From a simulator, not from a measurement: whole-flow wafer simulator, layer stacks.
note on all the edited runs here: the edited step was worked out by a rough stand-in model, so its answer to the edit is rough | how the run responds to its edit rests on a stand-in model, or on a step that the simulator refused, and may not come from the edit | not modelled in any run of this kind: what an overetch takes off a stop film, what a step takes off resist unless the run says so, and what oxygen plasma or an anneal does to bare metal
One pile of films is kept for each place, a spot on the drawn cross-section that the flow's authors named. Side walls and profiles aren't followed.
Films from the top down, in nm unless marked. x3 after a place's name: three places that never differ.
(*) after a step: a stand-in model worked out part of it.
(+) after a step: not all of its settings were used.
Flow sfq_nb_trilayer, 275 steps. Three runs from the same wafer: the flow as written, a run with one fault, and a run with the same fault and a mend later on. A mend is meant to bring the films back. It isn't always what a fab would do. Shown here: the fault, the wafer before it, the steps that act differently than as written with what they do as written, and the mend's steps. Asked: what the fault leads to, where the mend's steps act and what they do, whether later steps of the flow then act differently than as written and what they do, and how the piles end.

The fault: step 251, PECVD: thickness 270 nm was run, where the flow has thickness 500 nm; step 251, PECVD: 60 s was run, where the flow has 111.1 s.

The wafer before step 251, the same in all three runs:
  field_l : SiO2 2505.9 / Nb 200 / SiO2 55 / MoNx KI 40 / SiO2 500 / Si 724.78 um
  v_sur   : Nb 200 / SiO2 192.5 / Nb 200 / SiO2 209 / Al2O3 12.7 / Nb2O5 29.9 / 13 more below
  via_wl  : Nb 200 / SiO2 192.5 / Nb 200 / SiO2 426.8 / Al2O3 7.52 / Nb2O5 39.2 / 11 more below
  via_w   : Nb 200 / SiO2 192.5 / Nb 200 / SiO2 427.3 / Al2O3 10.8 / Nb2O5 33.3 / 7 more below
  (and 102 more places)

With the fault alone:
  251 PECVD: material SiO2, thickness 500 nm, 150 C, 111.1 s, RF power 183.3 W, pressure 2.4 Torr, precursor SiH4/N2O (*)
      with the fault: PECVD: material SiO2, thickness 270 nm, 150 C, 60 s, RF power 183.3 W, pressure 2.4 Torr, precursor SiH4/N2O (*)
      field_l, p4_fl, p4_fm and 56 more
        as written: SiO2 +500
        with the fault: SiO2 +270
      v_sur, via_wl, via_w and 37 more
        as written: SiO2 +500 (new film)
        with the fault: SiO2 +270 (new film)
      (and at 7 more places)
  Later steps of the flow that act differently than as written (3 more steps differ only slightly, by at most 2% or 0.5 nm, whichever is larger, and aren't shown):
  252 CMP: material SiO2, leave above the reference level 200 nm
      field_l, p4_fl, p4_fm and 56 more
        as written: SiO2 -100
        with the fault: nothing
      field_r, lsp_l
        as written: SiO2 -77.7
        with the fault: nothing
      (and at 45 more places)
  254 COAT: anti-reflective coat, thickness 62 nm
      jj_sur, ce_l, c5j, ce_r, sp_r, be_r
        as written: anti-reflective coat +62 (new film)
        with the fault: anti-reflective coat +56.1 (new film)
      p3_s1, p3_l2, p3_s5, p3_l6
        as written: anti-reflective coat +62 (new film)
        with the fault: anti-reflective coat +63.7 (new film)
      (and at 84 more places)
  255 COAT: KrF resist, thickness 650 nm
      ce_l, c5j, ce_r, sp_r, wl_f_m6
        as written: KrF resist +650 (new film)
        with the fault: KrF resist +626.2 (new film)
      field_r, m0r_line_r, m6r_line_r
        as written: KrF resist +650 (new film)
        with the fault: KrF resist +675.8 (new film)
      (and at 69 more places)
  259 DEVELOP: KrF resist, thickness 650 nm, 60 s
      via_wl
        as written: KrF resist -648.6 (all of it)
        with the fault: KrF resist -603.5 (all of it)
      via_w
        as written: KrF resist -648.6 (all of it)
        with the fault: KrF resist -610.6 (all of it)
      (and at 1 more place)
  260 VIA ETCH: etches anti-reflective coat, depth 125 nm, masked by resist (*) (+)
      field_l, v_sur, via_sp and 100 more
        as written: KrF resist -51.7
        with the fault: KrF resist -45.1
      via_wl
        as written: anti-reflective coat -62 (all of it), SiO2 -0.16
        with the fault: anti-reflective coat -54 (all of it), SiO2 -0.14
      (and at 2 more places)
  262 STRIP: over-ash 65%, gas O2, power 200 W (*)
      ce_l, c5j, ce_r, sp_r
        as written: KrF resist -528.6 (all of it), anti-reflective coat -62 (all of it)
        with the fault: KrF resist -511.4 (all of it), anti-reflective coat -56.1 (all of it)
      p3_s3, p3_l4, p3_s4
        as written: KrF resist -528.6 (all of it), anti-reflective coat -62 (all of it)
        with the fault: KrF resist -539.4 (all of it), anti-reflective coat -63.5 (all of it)
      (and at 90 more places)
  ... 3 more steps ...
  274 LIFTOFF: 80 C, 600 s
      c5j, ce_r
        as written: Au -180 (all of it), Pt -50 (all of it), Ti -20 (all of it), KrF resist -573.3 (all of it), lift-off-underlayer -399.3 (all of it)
        with the fault: Au -180 (all of it), Pt -50 (all of it), Ti -20 (all of it), KrF resist -558.3 (all of it), lift-off-underlayer -378.3 (all of it)
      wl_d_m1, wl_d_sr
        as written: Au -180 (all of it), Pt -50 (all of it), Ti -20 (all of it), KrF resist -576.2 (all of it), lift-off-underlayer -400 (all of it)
        with the fault: Au -180 (all of it), Pt -50 (all of it), Ti -20 (all of it), KrF resist -597.7 (all of it), lift-off-underlayer -420.9 (all of it)
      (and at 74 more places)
  At the end the piles differ from the flow's by more than 2% or 0.5 nm, whichever is larger, at field_l, via_v, field_r and 63 more.
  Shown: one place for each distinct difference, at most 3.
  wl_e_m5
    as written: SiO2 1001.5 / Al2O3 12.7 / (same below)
    with the fault: SiO2 871.5 / Al2O3 12.7 / (same below)
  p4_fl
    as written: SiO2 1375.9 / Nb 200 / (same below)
    with the fault: SiO2 1245.9 / Nb 200 / (same below)
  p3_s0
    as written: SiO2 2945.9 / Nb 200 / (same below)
    with the fault: SiO2 2815.9 / Nb 200 / (same below)

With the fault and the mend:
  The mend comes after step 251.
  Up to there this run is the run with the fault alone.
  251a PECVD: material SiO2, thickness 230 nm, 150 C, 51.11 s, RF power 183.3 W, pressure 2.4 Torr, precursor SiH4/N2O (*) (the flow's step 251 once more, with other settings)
      field_l, v_sur, via_wl and 98 more
        SiO2 +230
      field_r, lsp_l
        SiO2 +220.7
      l0_sur, l0v
        SiO2 +224.8
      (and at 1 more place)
  Later steps of the flow that act differently than as written:
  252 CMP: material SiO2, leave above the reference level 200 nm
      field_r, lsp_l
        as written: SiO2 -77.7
        with the mend: SiO2 -80.1
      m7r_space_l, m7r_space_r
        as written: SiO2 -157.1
        with the mend: SiO2 -100
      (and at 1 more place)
  At the end the piles are the same as the flow's at every place that both follow.
